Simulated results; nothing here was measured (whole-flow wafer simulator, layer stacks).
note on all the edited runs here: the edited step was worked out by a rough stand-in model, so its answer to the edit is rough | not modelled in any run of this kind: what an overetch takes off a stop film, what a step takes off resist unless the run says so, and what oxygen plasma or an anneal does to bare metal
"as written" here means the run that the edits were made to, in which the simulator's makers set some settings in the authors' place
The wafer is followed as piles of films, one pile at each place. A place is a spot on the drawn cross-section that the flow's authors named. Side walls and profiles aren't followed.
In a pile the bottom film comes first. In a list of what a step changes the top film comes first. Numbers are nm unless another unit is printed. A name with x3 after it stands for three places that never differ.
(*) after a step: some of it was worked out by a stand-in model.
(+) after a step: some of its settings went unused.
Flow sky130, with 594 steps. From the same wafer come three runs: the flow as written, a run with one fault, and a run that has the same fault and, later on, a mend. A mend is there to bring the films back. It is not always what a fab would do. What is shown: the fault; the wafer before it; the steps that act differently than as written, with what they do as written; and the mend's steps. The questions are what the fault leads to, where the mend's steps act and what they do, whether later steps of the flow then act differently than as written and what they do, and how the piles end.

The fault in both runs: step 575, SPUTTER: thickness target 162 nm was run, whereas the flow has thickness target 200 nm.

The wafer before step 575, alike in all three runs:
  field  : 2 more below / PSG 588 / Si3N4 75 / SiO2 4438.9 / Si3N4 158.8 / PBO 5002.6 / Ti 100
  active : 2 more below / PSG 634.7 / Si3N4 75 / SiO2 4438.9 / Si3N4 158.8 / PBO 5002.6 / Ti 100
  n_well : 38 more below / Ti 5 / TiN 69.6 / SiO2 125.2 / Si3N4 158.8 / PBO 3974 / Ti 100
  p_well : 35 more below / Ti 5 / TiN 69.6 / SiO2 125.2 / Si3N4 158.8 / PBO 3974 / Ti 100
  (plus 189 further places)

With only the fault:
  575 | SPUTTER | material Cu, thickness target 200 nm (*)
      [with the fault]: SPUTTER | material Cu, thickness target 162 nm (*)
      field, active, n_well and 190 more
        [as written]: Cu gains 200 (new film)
        [with the fault]: Cu gains 162 (new film)
  Steps later in the flow that act otherwise than as written (7 other steps are not shown; they differ only slightly, by no more than 2% or 0.5 nm, whichever is larger):
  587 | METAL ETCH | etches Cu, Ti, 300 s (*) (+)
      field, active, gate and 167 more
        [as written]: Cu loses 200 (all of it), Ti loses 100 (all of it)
        [with the fault]: Cu loses 162 (all of it), Ti loses 100 (all of it)
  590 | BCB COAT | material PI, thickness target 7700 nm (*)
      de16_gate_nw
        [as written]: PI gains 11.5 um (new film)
        [with the fault]: PI gains 11.47 um (new film)
  At mim, sd_hvn, dext_nw_sti and 11 more, the piles at the end differ from the flow's by more than 2% or 0.5 nm, whichever is larger.
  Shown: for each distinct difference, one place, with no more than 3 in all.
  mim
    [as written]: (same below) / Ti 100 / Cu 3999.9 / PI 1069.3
    [with the fault]: (same below) / Ti 100 / Cu 3961.9 / PI 1104.9
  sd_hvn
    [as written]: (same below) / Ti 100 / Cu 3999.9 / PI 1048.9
    [with the fault]: (same below) / Ti 100 / Cu 3961.9 / PI 1085.5
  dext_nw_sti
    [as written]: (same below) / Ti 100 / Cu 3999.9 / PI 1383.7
    [with the fault]: (same below) / Ti 100 / Cu 3961.9 / PI 1417.8

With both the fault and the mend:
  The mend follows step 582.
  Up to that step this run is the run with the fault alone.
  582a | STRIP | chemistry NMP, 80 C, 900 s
      wcut_nhv, wcut_phv, wcut_fox_pw and 23 more
        i-line resist loses 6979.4 (all of it)
      gate_len, gate_lvt_sd_len, gate_p_sd_len, gate_p_hvt_sd_len, gate_p_lvt_sd_len, gate_len_250
        i-line resist loses 6982 (all of it)
      mim_edge_plate_strap, mim_edge_plate, mim_edge_gap, mim_edge_gap_sheet, vpp_l1ln
        i-line resist loses 6980.8 (all of it)
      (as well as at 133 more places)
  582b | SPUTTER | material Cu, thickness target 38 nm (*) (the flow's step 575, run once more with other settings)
      field, active, n_well and 190 more
        Cu gains 38
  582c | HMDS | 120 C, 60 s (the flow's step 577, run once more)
      alters no film at any place that is followed
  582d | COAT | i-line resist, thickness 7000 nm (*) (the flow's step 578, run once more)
      dice_street, wcut_nhv, wcut_phv and 18 more
        i-line resist gains 7000 (new film)
      poly_ln, iso_pw_fox, gate_lvt_sd, active_lvt, spacer_lvt, sonos_sd, sonos_cell_x, sonos_guard_x
        i-line resist gains 7003.2 (new film)
      vpp_iso2, mim_edge_plate_strap, mim_edge_plate, mim_edge_gap, mim_edge_gap_sheet, gate_hv_nvt, de16_nw_sti
        i-line resist gains 7001.4 (new film)
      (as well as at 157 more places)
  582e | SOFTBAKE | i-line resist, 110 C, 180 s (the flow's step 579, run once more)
      de16_gate_pw, de16_pw_fp, de16_pw_sti, de16_psrc_nw
        i-line resist loses 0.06
      field, active_lvt
        i-line resist gains 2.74
      mim, vcap_hvt
        i-line resist loses 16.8
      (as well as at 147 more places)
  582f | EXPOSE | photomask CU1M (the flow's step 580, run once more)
      alters no film at any place that is followed
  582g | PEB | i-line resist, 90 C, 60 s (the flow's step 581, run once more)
      field, active, n_well and 134 more
        i-line resist loses 0.07
      pad
        i-line resist loses 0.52
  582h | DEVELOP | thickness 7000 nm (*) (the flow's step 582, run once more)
      field, active, gate and 167 more
        i-line resist loses 20.6
      n_well, p_well, sd_n, sd_p
        i-line resist loses 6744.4 (all of it)
      dep_nw_sti, dep_ntap_nw, de16_nw_sti
        i-line resist loses 7000.7 (all of it)
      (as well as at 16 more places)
  Later steps of the flow that are run all act as written at every place that is followed.
  The piles end the same as the flow's at every place that both follow.
